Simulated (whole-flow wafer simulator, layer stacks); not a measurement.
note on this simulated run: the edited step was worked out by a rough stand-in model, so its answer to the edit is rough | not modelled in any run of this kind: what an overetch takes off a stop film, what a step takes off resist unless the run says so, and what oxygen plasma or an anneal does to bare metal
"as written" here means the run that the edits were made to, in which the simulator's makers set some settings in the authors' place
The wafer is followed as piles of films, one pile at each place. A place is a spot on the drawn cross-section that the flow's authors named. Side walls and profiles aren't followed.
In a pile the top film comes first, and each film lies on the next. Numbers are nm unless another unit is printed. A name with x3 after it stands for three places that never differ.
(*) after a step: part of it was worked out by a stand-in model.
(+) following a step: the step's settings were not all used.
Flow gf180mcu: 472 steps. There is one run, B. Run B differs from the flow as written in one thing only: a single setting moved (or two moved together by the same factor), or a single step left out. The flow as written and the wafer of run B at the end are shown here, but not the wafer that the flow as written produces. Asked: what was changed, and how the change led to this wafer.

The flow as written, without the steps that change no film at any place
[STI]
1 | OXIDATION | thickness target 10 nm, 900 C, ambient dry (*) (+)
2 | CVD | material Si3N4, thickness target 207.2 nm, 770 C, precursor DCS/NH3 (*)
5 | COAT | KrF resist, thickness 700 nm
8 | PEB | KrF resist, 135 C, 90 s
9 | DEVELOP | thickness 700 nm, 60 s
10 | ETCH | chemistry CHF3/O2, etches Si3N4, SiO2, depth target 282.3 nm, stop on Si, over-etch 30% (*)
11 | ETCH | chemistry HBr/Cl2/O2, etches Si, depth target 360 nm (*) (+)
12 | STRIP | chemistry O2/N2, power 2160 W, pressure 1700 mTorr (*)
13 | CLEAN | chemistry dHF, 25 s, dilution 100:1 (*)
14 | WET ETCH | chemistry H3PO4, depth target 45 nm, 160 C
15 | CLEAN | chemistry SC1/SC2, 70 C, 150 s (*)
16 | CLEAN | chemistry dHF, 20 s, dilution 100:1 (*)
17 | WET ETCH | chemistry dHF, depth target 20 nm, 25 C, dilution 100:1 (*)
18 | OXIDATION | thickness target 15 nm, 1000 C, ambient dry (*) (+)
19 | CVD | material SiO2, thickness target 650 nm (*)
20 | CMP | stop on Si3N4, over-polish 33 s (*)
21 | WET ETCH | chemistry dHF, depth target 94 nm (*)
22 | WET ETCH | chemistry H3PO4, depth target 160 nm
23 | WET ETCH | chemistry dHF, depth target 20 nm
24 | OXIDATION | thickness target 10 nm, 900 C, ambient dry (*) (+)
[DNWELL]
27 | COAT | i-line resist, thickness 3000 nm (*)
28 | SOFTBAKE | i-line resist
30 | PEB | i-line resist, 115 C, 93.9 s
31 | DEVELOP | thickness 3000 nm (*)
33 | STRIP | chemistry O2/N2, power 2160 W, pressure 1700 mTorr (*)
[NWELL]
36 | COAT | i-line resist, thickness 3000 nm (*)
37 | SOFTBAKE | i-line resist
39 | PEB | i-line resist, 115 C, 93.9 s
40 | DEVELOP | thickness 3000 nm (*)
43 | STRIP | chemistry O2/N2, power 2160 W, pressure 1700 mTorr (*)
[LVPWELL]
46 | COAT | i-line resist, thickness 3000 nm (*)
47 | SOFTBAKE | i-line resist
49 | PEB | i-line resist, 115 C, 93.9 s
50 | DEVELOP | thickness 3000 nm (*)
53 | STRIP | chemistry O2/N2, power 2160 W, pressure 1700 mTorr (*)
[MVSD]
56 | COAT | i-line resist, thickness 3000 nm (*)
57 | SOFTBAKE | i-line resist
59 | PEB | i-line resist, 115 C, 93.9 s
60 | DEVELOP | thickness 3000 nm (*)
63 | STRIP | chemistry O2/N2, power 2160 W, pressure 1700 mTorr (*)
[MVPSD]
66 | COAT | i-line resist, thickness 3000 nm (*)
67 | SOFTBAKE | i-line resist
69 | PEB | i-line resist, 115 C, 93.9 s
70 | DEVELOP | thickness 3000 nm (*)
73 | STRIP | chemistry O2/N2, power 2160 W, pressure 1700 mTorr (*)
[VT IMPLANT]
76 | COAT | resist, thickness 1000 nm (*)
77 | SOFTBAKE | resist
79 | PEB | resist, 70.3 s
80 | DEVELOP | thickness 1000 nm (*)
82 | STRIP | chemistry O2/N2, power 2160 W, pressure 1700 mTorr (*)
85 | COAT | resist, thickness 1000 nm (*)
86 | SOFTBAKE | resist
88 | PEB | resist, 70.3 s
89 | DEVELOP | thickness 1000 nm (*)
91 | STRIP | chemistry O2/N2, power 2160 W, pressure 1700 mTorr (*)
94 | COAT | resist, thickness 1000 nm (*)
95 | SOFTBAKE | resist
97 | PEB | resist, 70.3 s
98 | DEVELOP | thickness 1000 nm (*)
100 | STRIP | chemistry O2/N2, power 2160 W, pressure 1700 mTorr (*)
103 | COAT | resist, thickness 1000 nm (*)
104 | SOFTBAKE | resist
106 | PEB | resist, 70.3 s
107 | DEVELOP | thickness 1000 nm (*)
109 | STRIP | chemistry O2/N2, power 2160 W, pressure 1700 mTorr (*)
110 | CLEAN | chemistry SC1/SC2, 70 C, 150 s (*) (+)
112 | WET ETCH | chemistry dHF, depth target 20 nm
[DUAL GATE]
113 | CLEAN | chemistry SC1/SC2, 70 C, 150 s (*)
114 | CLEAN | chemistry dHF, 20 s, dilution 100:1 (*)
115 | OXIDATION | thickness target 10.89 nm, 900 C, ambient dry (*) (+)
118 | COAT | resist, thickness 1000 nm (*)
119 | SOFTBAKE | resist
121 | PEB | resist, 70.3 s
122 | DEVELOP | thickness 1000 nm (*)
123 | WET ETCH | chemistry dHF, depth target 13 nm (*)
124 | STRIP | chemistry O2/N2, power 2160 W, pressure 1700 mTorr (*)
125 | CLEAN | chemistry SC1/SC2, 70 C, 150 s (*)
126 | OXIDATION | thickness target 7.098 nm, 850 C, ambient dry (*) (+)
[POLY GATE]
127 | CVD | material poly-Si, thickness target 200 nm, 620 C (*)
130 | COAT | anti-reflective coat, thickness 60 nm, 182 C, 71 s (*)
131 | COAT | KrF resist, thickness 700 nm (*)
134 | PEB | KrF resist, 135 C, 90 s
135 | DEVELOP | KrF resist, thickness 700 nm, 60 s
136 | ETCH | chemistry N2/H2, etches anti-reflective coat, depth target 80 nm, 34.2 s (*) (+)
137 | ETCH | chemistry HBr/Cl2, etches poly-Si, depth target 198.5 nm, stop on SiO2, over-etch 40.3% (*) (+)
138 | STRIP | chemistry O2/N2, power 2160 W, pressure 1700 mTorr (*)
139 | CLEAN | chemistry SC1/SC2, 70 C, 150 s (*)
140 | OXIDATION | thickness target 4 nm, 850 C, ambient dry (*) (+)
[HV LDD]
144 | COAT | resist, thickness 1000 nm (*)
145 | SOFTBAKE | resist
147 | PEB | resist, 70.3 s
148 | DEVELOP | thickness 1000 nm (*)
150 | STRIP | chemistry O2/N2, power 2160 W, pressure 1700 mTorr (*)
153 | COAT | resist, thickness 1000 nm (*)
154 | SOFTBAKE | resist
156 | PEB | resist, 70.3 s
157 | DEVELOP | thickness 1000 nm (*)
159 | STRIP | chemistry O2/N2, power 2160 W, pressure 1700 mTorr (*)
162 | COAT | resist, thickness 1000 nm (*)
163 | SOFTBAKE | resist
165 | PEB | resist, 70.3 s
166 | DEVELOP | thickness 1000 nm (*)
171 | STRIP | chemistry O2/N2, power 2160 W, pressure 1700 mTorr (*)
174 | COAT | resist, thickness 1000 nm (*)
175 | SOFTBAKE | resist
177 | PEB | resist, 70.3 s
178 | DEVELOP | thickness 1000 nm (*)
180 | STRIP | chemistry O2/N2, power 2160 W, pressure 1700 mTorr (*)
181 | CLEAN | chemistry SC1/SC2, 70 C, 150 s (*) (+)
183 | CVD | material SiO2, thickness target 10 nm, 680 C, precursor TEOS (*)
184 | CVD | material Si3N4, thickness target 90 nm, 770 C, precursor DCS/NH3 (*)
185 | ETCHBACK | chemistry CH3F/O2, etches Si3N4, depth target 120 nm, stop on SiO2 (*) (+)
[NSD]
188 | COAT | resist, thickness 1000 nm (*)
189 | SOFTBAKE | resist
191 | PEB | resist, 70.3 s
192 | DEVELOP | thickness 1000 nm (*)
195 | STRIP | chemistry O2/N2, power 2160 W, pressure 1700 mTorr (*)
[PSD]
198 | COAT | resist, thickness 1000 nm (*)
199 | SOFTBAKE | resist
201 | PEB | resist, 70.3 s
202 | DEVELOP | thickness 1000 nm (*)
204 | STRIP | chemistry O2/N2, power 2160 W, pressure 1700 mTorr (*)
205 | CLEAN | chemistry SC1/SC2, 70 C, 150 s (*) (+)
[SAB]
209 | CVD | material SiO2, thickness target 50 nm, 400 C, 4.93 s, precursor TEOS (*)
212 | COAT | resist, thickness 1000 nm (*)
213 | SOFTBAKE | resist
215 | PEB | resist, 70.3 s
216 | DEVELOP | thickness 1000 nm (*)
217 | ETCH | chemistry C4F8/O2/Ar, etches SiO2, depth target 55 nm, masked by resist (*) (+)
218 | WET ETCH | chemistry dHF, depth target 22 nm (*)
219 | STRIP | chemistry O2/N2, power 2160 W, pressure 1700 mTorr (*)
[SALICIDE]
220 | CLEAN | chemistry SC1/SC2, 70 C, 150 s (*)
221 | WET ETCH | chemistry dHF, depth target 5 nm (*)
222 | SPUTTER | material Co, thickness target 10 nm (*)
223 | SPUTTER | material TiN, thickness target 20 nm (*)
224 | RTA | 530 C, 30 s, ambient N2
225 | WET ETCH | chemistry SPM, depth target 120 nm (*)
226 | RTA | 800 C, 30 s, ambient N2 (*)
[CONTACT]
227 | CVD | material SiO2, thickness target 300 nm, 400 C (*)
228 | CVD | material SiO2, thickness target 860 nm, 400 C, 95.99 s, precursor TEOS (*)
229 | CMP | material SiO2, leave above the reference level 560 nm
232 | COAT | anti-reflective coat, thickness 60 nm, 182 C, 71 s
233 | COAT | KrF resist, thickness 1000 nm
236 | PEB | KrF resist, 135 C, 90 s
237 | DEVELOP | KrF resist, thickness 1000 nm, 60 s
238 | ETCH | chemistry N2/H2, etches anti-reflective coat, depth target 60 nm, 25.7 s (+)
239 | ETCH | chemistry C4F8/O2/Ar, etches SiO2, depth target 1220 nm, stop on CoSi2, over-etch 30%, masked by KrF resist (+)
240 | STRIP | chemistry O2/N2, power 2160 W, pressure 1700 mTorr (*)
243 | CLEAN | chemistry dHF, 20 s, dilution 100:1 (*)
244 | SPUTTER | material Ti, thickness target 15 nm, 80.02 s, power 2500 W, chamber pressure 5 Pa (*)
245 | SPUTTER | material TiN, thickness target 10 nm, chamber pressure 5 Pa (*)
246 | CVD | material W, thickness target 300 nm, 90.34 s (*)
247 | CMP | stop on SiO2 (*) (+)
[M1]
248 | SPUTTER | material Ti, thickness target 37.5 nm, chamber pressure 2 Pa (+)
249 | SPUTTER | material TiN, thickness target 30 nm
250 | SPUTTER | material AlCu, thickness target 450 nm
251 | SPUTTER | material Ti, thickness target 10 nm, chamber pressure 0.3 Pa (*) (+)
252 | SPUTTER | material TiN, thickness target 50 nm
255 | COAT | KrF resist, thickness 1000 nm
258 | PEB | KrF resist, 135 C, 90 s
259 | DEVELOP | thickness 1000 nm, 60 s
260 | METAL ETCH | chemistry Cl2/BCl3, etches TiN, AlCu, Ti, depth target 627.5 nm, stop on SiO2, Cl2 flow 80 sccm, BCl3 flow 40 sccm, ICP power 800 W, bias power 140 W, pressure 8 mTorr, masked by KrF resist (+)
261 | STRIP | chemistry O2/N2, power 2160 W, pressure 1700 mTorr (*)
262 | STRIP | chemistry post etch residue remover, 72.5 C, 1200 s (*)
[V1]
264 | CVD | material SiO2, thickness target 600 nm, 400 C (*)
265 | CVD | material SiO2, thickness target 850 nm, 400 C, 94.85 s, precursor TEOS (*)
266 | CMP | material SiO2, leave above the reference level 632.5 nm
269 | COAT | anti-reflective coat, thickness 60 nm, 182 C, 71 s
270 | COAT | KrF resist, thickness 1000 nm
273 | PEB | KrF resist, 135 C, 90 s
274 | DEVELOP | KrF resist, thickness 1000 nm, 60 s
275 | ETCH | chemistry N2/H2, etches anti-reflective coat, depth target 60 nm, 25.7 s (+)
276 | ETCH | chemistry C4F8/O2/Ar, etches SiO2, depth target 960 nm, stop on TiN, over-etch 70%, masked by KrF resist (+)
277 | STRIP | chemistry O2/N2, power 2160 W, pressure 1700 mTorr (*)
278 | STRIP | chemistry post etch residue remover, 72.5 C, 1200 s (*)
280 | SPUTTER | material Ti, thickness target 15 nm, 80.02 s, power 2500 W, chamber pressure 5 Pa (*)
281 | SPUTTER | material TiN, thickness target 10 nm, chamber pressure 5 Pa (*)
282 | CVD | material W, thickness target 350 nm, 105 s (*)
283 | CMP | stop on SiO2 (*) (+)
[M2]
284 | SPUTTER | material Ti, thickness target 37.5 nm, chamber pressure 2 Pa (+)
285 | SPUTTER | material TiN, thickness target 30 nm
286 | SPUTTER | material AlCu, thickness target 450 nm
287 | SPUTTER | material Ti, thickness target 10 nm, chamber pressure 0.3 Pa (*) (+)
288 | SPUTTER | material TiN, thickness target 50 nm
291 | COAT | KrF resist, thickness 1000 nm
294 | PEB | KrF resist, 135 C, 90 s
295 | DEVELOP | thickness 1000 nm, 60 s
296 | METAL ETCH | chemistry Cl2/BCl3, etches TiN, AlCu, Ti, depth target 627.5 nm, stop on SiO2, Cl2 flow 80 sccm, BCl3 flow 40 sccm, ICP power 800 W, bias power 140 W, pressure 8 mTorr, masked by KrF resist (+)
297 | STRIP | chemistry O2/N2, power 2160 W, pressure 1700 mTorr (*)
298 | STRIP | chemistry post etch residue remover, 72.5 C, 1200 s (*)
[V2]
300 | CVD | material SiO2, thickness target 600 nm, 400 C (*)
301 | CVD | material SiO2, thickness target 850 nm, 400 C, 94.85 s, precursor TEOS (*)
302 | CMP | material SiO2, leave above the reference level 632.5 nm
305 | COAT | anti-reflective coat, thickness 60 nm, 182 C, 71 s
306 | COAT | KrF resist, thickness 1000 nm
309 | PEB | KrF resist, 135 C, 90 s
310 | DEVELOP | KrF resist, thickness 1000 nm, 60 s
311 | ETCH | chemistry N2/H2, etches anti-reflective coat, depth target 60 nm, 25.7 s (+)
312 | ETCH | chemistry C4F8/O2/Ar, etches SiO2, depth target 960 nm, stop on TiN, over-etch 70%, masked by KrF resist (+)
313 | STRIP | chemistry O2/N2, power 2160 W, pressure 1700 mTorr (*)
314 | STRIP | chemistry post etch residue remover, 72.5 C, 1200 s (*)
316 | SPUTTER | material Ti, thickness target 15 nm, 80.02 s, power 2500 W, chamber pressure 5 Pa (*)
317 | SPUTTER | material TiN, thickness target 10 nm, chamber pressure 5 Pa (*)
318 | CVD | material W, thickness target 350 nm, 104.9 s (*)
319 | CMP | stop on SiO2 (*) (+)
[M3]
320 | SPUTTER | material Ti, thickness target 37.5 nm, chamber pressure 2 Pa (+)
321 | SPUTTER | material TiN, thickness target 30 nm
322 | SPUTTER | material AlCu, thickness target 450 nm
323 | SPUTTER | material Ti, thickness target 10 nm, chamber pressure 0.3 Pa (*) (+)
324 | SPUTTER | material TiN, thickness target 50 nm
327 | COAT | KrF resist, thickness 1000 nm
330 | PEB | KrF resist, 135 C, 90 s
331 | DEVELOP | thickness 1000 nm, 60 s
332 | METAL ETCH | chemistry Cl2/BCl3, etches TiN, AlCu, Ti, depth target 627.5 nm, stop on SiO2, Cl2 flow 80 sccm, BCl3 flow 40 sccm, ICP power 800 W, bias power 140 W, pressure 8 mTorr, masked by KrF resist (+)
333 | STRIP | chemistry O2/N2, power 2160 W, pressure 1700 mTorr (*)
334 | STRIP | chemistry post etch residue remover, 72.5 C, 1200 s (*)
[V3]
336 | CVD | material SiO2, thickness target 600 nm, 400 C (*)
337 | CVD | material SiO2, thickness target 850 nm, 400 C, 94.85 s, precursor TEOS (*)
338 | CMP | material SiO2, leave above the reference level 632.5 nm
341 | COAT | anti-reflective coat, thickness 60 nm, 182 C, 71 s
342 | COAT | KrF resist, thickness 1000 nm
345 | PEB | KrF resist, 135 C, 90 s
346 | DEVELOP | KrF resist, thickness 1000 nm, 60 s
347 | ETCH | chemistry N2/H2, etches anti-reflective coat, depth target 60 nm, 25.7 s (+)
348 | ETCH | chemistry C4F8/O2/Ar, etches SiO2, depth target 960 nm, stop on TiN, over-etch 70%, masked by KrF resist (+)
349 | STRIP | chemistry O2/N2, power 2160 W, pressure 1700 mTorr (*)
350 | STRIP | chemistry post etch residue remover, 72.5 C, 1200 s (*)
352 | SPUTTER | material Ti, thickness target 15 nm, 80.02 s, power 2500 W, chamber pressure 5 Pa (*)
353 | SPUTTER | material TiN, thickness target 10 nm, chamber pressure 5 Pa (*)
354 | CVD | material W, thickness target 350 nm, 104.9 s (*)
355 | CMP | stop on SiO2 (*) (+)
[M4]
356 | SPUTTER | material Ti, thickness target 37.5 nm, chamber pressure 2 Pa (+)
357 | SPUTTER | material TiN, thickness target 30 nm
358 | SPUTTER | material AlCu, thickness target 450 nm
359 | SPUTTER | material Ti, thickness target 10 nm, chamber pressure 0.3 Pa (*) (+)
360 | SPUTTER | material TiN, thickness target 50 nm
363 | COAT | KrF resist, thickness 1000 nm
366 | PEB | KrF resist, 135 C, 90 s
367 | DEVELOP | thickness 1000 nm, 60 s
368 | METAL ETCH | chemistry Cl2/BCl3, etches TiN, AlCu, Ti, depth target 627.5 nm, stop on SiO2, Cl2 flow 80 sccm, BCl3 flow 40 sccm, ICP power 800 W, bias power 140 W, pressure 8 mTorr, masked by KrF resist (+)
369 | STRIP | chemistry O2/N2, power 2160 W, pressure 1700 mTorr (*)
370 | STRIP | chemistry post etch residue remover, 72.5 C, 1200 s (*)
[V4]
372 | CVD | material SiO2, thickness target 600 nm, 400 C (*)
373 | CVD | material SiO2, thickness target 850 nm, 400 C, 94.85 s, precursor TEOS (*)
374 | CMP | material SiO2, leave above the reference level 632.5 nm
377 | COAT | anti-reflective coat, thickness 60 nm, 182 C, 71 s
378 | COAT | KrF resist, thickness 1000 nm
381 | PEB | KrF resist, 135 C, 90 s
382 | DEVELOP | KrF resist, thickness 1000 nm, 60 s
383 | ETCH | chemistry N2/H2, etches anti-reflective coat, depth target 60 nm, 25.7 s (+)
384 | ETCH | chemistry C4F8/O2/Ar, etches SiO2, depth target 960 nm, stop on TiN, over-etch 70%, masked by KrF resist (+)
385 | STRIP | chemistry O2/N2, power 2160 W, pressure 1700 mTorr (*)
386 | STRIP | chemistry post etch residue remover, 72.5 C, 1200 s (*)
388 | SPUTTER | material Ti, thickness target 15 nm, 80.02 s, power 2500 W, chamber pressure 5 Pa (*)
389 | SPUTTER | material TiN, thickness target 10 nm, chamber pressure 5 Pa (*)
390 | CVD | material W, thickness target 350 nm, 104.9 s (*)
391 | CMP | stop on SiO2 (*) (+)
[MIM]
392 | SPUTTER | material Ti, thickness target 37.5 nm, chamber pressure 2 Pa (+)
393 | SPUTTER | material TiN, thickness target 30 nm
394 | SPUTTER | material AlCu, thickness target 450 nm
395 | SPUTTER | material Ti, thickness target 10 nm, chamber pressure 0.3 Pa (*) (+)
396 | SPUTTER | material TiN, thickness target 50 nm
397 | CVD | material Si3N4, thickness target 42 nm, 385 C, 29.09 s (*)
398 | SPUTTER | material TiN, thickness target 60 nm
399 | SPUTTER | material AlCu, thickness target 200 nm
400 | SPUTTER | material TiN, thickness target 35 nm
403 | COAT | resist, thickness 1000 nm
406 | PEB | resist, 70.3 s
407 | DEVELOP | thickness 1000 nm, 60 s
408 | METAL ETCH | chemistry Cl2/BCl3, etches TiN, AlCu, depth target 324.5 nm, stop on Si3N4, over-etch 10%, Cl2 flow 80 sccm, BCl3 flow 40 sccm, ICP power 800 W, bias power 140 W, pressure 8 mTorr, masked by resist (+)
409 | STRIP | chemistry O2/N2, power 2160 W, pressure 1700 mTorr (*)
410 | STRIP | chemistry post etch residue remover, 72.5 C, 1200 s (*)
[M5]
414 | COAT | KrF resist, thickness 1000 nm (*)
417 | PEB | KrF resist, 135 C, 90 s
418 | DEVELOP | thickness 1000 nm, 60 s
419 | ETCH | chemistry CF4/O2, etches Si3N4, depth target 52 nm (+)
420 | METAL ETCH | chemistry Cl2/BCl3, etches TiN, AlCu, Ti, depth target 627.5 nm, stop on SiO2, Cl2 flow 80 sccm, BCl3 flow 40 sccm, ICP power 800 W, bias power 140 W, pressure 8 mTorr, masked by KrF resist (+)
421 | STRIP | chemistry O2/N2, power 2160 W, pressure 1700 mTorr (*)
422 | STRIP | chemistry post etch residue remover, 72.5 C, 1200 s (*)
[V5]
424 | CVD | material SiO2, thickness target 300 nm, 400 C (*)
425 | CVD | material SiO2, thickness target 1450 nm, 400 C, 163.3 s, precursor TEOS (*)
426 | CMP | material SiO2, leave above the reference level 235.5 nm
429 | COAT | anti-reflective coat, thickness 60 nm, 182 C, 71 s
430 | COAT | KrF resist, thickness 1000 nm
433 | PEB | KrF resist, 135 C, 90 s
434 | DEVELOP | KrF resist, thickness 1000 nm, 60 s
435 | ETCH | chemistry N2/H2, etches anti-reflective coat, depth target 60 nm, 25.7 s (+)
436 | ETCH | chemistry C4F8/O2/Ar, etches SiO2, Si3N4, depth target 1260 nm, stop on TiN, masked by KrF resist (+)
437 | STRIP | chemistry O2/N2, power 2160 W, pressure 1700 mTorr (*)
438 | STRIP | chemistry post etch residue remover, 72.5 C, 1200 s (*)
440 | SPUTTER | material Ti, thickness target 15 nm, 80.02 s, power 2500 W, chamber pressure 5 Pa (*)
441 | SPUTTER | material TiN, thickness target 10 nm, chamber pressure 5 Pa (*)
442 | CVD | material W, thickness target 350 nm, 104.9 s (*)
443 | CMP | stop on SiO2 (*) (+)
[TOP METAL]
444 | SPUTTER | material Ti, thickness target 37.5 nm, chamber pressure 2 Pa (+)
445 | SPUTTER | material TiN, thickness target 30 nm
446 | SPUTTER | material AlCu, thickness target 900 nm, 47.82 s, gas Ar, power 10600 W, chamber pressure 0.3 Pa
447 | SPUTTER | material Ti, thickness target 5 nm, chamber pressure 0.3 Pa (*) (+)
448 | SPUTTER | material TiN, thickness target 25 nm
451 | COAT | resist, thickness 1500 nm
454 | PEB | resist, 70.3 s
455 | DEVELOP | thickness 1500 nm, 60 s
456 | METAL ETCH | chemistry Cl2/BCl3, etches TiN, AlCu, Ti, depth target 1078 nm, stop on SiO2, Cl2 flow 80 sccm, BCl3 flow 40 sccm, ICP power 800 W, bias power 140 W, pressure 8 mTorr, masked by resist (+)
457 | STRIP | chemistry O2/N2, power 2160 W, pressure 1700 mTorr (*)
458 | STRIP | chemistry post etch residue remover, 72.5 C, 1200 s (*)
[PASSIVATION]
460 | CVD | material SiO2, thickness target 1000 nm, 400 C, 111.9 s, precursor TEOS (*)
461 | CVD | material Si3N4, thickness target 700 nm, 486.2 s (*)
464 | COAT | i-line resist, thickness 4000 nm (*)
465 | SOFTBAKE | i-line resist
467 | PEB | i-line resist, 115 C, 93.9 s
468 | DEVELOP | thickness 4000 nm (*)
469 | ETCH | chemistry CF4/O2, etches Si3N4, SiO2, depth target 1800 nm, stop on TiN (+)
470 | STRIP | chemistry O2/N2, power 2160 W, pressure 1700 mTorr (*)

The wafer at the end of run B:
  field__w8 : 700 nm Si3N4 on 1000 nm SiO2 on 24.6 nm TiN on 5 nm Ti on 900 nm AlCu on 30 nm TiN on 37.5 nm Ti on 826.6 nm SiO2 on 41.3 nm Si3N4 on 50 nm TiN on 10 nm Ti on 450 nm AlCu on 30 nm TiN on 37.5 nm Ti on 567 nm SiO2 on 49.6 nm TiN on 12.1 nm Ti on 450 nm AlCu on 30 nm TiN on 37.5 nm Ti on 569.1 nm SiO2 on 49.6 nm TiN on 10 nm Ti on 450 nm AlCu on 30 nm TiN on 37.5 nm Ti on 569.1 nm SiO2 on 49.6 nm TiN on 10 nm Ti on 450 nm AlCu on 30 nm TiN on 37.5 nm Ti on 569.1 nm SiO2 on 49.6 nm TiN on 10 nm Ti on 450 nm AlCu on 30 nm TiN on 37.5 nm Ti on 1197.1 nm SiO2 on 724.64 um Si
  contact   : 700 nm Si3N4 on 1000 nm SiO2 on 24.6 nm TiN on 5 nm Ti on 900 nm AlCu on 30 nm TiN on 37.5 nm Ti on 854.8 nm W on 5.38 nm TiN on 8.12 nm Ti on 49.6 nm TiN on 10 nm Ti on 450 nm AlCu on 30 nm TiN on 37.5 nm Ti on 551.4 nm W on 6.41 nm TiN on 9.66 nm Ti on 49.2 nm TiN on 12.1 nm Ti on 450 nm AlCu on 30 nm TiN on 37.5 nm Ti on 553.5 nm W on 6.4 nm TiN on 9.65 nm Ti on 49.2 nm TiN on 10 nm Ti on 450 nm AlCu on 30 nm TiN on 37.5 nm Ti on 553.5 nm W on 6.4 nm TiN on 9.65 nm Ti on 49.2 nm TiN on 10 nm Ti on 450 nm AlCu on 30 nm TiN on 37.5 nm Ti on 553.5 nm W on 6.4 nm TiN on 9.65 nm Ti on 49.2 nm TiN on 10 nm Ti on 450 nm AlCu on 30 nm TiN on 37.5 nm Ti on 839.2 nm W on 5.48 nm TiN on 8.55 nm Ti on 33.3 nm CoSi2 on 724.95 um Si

Cause: step 359, SPUTTER: thickness target 12.1 nm was run, though the flow has thickness target 10 nm.
The wafer lets one read it off: field__w8 has Ti 12.1, and step 359 as written asks for 10 nm.

How this came from the change, step by step:
  359 | SPUTTER | material Ti, thickness target 10 nm, chamber pressure 0.3 Pa (*) (+)
      field, field__w1, field__w2 and 108 more: Ti gains 12.1 (new film) (it would be, as written: Ti gains 10 (new film))
  368 | METAL ETCH | chemistry Cl2/BCl3, etches TiN, AlCu, Ti, depth target 627.5 nm, stop on SiO2, Cl2 flow 80 sccm, BCl3 flow 40 sccm, ICP power 800 W, bias power 140 W, pressure 8 mTorr, masked by KrF resist (+)
      field, field__w1, field__w2 and 103 more: TiN loses 50 (all of it), Ti loses 12.1 (all of it), AlCu loses 450 (all of it), TiN loses 30 (all of it), Ti loses 37.5 (all of it) (it would be, as written: TiN loses 50 (all of it), Ti loses 10 (all of it), AlCu loses 450 (all of it), TiN loses 30 (all of it), Ti loses 37.5 (all of it))
